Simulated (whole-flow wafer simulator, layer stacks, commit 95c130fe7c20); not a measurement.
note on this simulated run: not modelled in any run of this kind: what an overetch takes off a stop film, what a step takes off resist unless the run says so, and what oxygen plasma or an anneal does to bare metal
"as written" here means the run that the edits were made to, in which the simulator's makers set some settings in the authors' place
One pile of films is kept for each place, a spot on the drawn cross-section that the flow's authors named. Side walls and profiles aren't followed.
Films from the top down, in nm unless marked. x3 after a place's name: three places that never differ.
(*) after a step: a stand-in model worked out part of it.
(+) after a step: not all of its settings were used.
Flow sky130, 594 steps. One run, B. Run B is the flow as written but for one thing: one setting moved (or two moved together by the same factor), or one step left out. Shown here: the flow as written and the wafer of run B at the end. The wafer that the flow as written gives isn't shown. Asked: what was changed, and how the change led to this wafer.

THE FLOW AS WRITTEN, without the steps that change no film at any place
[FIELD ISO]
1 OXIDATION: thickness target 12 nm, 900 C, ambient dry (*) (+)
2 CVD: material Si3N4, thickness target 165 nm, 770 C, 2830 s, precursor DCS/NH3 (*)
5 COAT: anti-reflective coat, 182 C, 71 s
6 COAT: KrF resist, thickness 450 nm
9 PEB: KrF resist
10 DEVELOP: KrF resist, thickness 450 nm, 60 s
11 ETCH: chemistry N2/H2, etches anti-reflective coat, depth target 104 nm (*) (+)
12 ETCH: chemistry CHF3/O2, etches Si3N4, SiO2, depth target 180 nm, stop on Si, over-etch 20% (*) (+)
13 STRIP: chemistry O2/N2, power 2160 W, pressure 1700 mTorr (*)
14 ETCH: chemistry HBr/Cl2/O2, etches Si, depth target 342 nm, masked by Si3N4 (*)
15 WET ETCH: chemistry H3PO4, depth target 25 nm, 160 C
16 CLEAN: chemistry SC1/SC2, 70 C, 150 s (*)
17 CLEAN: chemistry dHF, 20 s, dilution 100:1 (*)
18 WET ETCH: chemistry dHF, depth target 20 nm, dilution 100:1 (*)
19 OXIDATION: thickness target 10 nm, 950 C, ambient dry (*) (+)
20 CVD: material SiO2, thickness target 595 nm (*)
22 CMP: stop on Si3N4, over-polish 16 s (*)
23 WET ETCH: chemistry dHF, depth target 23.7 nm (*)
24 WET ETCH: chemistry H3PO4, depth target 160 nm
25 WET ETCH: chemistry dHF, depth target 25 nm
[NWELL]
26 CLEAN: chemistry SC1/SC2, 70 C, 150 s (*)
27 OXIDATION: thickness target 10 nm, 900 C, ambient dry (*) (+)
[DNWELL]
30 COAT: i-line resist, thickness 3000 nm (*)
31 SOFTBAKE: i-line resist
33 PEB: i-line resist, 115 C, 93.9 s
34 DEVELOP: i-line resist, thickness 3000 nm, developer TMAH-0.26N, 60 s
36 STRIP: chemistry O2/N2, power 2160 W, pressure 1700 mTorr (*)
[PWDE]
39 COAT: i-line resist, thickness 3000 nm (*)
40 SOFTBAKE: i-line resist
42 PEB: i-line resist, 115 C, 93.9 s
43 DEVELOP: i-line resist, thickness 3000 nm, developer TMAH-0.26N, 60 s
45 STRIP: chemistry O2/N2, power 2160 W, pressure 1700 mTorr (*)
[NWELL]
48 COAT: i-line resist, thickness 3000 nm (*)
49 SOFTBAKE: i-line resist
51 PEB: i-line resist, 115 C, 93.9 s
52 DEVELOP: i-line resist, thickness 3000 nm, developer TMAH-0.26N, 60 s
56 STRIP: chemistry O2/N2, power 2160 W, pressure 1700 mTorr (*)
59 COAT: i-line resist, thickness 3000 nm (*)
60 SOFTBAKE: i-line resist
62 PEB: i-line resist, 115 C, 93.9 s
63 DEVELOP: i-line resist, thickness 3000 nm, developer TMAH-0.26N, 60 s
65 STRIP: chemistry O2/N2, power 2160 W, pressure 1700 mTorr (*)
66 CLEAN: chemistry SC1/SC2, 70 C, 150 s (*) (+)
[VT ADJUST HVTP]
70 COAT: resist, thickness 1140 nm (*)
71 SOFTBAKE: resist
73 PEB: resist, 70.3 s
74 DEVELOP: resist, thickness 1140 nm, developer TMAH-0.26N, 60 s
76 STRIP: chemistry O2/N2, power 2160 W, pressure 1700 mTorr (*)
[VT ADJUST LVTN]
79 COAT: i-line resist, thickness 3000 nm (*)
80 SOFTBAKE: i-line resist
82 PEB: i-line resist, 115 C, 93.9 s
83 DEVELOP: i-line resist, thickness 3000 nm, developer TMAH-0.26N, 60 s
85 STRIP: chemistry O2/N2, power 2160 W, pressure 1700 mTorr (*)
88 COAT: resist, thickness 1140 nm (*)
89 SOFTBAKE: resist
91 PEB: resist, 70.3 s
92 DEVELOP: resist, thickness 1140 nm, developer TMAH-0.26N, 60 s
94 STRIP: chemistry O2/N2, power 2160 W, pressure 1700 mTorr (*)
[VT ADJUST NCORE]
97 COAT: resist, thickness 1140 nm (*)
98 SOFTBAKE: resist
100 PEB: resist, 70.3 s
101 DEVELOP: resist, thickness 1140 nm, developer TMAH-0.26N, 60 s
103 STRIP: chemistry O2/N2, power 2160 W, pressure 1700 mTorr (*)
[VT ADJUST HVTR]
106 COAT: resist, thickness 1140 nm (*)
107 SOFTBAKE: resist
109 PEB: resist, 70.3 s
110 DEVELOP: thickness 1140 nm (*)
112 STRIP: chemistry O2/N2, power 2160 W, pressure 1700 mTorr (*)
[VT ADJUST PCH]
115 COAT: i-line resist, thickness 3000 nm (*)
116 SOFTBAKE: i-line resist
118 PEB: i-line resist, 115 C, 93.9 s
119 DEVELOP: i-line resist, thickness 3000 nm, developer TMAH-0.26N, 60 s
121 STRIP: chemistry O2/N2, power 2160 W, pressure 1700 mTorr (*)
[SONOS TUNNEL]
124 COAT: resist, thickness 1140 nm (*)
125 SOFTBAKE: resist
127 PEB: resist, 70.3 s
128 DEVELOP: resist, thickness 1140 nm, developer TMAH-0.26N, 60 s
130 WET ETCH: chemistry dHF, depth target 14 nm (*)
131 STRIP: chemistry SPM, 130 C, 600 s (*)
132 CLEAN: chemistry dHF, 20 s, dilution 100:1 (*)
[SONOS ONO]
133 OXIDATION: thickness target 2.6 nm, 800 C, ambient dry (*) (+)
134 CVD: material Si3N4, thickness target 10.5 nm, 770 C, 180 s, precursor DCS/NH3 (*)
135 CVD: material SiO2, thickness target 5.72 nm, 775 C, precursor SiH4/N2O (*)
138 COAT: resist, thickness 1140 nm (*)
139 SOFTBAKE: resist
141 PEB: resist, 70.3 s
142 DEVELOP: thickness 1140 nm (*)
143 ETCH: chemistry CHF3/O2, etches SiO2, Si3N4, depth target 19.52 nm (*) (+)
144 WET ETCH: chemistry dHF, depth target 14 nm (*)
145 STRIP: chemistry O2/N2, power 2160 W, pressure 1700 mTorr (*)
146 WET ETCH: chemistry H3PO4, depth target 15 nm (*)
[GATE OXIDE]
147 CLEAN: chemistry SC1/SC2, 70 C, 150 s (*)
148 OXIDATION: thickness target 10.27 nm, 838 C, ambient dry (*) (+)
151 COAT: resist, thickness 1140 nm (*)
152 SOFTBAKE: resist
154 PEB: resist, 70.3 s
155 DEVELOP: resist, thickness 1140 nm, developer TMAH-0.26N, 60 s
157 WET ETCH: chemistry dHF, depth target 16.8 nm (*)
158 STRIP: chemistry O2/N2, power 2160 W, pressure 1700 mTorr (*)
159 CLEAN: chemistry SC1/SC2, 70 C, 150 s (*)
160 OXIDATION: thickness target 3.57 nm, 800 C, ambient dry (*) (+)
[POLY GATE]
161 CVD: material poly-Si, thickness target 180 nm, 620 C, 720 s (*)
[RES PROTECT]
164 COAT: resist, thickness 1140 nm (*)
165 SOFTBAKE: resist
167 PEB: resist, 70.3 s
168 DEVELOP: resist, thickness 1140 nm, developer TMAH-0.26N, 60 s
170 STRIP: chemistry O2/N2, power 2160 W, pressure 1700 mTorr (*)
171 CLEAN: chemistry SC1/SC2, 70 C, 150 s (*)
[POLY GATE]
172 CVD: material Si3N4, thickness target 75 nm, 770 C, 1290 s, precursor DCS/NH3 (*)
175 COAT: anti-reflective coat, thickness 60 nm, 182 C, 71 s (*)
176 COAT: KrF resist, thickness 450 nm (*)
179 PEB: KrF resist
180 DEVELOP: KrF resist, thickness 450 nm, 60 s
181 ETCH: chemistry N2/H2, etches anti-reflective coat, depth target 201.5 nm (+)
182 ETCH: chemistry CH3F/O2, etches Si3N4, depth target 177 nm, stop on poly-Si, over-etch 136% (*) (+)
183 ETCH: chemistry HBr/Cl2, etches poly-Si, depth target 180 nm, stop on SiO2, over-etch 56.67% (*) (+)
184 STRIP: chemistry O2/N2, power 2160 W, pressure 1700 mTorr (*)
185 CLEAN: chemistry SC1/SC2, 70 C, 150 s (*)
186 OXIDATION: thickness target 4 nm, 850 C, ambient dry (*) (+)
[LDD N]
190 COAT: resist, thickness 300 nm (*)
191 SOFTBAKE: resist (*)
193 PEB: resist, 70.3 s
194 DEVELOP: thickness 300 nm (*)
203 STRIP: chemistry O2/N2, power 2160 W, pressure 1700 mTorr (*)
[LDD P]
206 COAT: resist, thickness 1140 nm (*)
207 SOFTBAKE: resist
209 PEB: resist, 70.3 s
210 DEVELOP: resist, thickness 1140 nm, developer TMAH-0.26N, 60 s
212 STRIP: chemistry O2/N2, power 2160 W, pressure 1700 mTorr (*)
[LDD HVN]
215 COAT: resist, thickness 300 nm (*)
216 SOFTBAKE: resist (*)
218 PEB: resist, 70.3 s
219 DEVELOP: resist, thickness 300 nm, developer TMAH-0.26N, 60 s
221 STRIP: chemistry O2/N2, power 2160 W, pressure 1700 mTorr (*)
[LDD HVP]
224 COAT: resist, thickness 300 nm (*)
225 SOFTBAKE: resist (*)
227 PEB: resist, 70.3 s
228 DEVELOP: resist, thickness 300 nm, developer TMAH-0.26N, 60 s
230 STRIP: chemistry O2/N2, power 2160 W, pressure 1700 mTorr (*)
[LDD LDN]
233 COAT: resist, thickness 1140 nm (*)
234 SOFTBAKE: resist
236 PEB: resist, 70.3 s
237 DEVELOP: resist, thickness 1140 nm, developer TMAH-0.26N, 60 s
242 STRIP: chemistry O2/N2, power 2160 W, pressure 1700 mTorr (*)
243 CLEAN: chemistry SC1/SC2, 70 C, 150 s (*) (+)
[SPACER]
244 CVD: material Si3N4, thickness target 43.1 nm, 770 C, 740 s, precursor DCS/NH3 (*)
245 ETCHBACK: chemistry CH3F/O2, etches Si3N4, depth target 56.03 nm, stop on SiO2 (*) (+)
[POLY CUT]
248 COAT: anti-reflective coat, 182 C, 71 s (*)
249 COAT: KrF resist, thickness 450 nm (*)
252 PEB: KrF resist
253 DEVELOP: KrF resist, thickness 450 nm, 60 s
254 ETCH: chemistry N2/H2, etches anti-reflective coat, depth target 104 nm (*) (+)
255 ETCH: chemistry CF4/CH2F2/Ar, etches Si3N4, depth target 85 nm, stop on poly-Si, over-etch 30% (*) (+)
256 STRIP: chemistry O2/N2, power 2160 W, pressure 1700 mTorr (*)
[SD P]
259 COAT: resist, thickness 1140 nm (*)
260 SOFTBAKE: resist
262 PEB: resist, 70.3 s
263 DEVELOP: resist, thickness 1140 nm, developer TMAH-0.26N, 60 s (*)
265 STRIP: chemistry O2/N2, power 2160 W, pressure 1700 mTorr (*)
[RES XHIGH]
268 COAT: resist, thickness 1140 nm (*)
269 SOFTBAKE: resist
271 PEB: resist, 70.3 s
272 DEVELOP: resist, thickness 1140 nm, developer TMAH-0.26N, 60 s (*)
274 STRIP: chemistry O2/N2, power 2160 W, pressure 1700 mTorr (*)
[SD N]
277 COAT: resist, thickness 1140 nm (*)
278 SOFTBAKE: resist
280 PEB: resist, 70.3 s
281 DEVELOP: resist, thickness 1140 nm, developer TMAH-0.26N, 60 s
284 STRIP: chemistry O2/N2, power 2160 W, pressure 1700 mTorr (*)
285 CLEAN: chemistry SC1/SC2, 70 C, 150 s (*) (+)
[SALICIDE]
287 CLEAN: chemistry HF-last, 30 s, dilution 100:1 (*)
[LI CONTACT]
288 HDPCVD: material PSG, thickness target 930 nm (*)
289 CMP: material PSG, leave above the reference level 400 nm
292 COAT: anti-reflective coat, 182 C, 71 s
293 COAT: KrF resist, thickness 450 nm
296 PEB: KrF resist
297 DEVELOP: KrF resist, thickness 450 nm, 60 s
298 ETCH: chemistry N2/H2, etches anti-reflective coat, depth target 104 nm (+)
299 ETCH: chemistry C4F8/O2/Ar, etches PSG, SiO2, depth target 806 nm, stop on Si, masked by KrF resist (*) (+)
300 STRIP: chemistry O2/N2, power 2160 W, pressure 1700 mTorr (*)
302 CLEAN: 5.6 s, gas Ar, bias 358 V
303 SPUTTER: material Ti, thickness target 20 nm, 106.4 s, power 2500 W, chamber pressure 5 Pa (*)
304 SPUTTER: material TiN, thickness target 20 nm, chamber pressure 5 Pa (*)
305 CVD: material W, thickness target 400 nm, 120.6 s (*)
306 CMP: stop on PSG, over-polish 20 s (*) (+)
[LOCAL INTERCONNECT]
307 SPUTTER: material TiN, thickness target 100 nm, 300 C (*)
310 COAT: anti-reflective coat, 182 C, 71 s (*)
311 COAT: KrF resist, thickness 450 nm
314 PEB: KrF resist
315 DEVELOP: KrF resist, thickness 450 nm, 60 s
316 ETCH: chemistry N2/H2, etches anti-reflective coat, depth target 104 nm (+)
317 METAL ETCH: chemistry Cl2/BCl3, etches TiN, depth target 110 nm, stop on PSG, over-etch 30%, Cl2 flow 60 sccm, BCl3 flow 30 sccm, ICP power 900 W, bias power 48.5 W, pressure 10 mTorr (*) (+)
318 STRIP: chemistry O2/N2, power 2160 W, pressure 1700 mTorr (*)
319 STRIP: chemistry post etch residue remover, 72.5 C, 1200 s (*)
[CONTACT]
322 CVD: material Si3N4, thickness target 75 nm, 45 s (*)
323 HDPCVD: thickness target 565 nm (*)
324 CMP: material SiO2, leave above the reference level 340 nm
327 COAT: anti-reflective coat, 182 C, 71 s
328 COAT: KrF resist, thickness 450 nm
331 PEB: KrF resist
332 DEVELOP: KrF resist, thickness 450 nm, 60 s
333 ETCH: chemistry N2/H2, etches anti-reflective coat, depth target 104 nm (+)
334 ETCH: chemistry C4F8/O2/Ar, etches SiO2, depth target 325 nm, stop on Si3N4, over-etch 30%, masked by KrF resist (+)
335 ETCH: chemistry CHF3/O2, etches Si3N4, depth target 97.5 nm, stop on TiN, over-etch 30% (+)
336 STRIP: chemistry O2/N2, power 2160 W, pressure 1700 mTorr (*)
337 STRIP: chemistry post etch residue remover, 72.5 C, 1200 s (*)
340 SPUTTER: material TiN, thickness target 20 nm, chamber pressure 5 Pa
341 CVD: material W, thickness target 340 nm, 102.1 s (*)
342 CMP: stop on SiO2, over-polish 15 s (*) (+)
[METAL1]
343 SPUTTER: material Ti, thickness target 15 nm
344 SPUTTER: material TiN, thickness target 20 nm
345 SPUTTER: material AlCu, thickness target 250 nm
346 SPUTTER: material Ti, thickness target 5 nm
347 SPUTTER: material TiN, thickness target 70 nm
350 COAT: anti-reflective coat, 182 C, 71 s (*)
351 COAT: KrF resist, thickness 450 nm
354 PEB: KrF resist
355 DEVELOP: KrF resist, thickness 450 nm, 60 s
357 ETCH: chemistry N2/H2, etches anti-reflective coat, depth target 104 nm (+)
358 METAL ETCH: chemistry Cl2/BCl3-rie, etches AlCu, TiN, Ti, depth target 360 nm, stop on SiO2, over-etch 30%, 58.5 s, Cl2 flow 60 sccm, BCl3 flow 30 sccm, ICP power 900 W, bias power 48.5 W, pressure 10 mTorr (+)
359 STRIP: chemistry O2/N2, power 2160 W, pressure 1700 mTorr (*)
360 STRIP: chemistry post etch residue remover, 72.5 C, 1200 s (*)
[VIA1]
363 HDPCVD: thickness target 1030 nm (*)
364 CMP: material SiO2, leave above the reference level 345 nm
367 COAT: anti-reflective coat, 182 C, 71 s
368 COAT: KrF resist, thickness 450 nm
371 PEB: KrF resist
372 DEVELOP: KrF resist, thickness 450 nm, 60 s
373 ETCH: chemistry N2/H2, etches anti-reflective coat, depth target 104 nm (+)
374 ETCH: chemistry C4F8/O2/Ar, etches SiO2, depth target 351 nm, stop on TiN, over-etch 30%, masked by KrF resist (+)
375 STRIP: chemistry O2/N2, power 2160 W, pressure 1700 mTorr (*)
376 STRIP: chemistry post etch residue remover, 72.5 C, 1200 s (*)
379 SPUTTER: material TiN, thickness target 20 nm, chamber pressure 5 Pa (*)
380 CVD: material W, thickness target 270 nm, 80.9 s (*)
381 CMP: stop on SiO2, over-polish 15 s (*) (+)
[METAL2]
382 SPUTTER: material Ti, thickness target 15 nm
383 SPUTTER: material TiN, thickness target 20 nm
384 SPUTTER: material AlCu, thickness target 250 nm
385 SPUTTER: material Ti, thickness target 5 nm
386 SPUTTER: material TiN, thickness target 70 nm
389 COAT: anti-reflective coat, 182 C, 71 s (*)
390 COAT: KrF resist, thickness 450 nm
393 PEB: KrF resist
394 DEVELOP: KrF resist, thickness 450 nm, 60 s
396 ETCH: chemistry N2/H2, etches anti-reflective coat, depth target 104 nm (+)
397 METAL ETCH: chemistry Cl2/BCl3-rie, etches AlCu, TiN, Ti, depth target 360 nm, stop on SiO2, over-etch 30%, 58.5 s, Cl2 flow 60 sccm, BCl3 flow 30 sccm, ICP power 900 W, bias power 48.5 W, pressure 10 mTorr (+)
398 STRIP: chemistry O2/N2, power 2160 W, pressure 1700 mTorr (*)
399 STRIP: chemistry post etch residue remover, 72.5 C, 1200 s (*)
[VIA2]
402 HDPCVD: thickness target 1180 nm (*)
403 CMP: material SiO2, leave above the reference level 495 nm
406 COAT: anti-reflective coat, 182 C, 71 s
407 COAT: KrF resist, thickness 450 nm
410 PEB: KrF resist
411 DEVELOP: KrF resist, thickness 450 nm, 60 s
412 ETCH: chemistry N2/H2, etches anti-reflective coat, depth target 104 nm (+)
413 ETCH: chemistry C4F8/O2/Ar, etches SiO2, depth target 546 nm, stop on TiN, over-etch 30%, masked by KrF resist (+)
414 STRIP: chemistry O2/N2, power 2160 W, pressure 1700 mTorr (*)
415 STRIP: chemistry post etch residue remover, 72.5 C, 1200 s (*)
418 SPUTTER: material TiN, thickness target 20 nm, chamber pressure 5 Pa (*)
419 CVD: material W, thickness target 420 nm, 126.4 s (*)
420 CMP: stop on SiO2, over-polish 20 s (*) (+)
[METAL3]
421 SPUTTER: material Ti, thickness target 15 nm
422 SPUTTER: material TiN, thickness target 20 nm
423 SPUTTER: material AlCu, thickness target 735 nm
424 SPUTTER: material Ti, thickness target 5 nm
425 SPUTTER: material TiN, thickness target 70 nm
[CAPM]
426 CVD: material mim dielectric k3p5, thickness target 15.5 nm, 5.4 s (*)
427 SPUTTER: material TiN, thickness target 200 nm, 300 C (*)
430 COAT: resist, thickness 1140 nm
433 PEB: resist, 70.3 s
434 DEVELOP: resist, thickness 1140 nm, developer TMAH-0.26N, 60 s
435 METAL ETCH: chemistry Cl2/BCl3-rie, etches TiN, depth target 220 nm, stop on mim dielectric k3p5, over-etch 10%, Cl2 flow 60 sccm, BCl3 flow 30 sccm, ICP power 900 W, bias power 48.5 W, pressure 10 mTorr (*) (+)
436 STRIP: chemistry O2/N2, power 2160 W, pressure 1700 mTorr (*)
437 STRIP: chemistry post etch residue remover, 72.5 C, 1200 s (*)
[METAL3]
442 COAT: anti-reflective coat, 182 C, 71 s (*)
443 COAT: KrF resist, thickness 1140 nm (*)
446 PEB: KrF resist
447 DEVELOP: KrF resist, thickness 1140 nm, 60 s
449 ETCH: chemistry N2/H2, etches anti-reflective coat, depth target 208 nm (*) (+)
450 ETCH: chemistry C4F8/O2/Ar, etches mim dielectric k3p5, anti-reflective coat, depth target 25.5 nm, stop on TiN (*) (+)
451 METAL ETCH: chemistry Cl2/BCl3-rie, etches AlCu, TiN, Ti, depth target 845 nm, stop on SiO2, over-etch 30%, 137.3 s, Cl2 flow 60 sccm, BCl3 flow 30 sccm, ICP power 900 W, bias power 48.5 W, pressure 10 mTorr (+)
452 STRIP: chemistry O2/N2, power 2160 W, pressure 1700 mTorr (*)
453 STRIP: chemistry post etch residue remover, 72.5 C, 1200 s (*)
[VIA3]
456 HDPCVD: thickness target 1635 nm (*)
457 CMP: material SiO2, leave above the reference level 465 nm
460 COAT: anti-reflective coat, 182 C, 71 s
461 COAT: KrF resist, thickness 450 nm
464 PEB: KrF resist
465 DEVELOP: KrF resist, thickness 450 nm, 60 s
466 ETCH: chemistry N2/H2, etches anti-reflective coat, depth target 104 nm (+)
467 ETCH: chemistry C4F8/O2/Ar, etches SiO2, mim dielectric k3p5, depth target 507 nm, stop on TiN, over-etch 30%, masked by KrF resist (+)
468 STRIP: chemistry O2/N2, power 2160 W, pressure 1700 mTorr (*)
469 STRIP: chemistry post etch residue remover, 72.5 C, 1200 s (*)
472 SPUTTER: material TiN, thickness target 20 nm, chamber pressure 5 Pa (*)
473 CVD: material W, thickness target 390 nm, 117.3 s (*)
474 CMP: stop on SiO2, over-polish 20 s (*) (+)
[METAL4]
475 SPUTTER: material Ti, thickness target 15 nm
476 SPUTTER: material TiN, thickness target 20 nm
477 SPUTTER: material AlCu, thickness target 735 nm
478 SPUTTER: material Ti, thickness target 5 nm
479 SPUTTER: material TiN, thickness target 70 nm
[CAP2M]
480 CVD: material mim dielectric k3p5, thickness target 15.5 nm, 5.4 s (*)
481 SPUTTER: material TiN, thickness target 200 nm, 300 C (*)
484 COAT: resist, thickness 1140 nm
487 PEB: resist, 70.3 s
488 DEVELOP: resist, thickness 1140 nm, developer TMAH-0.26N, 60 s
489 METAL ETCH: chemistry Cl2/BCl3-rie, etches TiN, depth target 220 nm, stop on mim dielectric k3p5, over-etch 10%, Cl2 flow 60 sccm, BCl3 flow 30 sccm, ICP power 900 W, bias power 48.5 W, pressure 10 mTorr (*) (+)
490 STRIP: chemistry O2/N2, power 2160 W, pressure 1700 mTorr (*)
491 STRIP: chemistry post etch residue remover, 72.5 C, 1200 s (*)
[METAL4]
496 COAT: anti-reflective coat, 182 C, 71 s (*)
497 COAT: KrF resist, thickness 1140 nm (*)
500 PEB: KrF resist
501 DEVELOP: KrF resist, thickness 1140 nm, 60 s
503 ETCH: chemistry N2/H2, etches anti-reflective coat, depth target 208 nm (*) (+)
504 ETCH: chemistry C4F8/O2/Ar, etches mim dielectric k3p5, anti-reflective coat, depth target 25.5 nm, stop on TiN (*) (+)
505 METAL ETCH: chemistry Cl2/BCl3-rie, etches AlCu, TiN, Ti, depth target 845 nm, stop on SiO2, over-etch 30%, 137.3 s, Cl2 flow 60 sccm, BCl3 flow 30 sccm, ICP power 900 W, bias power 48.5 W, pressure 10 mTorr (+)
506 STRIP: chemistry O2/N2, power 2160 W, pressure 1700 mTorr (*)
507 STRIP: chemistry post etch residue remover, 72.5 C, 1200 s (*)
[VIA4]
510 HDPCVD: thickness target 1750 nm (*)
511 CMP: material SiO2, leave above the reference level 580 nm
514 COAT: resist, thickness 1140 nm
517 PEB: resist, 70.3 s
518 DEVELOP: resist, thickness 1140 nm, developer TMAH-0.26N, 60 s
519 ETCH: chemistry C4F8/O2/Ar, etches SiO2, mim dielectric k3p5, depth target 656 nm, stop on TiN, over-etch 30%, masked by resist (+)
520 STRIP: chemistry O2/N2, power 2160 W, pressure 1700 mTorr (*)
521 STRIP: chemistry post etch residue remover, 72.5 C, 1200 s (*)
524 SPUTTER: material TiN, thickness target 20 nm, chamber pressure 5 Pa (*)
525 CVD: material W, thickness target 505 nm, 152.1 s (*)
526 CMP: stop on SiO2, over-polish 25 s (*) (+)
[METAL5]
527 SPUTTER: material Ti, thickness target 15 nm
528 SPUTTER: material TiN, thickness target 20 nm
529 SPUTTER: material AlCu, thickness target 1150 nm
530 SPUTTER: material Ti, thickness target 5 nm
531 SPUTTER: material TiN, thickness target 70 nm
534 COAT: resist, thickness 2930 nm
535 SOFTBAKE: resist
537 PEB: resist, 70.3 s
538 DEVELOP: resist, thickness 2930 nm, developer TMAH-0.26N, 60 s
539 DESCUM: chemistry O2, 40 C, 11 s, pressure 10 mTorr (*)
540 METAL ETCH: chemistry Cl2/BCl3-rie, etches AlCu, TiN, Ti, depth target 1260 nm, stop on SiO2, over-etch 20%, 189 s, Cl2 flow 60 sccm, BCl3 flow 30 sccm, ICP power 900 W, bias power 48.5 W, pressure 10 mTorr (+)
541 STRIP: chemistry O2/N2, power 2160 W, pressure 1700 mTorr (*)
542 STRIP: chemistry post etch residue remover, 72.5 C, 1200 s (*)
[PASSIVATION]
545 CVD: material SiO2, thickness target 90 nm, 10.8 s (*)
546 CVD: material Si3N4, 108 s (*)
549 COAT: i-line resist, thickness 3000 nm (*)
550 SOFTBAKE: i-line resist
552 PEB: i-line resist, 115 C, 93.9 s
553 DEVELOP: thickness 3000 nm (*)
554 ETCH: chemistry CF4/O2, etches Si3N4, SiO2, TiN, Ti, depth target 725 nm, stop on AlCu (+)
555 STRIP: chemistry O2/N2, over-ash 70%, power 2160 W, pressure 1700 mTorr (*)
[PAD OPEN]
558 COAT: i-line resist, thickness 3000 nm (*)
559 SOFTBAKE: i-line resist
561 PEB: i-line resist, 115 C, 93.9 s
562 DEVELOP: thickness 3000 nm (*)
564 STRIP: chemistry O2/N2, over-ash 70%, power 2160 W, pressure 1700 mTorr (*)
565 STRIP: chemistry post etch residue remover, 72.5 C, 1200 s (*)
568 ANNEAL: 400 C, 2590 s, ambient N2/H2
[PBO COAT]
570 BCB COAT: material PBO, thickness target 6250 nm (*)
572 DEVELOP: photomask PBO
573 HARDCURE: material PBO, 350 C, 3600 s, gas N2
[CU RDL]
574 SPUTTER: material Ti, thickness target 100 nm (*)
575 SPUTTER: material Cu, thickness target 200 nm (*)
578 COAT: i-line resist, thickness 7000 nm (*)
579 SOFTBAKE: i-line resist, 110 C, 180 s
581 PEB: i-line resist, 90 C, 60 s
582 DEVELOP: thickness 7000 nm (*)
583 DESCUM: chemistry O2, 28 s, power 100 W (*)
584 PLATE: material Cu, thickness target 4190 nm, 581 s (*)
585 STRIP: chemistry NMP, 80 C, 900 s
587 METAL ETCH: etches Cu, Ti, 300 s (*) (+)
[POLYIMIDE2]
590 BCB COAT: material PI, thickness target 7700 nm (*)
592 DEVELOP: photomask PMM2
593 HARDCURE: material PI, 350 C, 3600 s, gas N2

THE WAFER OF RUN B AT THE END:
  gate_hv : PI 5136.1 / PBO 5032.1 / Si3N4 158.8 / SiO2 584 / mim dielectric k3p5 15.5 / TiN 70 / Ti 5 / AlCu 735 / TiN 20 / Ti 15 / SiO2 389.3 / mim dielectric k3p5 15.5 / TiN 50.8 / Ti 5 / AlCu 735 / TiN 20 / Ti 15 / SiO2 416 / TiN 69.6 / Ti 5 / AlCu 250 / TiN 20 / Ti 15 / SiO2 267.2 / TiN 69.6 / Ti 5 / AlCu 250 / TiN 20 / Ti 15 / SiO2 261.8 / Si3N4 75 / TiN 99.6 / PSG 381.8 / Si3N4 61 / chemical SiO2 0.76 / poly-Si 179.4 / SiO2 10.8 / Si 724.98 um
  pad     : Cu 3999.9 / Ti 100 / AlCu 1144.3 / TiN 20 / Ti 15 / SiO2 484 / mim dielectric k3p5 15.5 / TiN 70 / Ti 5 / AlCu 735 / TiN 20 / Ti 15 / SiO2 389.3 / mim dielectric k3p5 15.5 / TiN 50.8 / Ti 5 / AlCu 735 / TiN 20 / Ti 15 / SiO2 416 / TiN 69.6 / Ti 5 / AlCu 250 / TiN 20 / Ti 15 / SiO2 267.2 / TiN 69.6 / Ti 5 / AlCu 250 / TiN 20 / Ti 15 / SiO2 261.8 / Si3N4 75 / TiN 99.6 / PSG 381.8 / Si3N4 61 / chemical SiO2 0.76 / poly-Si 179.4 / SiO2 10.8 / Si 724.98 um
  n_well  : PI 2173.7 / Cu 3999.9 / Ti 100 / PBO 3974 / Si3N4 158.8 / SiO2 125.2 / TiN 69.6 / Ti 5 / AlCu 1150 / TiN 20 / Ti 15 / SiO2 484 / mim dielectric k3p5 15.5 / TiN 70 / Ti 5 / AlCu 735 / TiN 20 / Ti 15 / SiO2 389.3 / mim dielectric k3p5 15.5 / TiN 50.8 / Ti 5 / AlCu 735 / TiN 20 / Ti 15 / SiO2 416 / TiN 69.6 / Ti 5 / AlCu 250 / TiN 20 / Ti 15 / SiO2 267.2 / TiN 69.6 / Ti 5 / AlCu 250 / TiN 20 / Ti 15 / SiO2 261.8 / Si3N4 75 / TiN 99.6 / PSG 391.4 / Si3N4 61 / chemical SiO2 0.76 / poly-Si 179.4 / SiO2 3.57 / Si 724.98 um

The cause: step 425, SPUTTER: thickness target 50.8 nm was run, where the flow has thickness target 70 nm.
It can be read off the wafer: gate_hv has TiN 50.8, and step 425 as written asks for 70 nm.

How the change led to this, step by step:
  425 SPUTTER: material TiN, thickness target 70 nm
      field, active, n_well and 188 more: TiN +50.8 (new film) (as written it would be: TiN +70 (new film))
  451 METAL ETCH: chemistry Cl2/BCl3-rie, etches AlCu, TiN, Ti, depth target 845 nm, stop on SiO2, over-etch 30%, 137.3 s, Cl2 flow 60 sccm, BCl3 flow 30 sccm, ICP power 900 W, bias power 48.5 W, pressure 10 mTorr (+)
      field, gate, spacer and 68 more: TiN -50.8 (all of it), Ti -5 (all of it), AlCu -735 (all of it), TiN -20 (all of it), Ti -15 (all of it), SiO2 -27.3 (as written it would be: TiN -70 (all of it), Ti -5 (all of it), AlCu -735 (all of it), TiN -20 (all of it), Ti -15 (all of it), SiO2 -25.4)
      active, vpp_ln, vpp_iso2 and 11 more: TiN -50.8 (all of it), Ti -5 (all of it), AlCu -735 (all of it), TiN -20 (all of it), Ti -15 (all of it), SiO2 -27.3 (as written it would be: TiN -70 (all of it), Ti -5 (all of it), AlCu -735 (all of it), TiN -20 (all of it), Ti -15 (all of it), SiO2 -25.3)
  467 ETCH: chemistry C4F8/O2/Ar, etches SiO2, mim dielectric k3p5, depth target 507 nm, stop on TiN, over-etch 30%, masked by KrF resist (+)
      m1: SiO2 -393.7 (all of it), mim dielectric k3p5 -15.5 (all of it) (as written it would be: SiO2 -374.5 (all of it), mim dielectric k3p5 -15.5 (all of it))
      via3_hole: SiO2 -393.1 (all of it), mim dielectric k3p5 -15.5 (all of it) (as written it would be: SiO2 -373.9 (all of it), mim dielectric k3p5 -15.5 (all of it))
  473 CVD: material W, thickness target 390 nm, 117.3 s (*)
      m1: W +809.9 (new film) (as written it would be: W +790.5 (new film))
      via3_hole: W +809.3 (new film) (as written it would be: W +789.9 (new film))
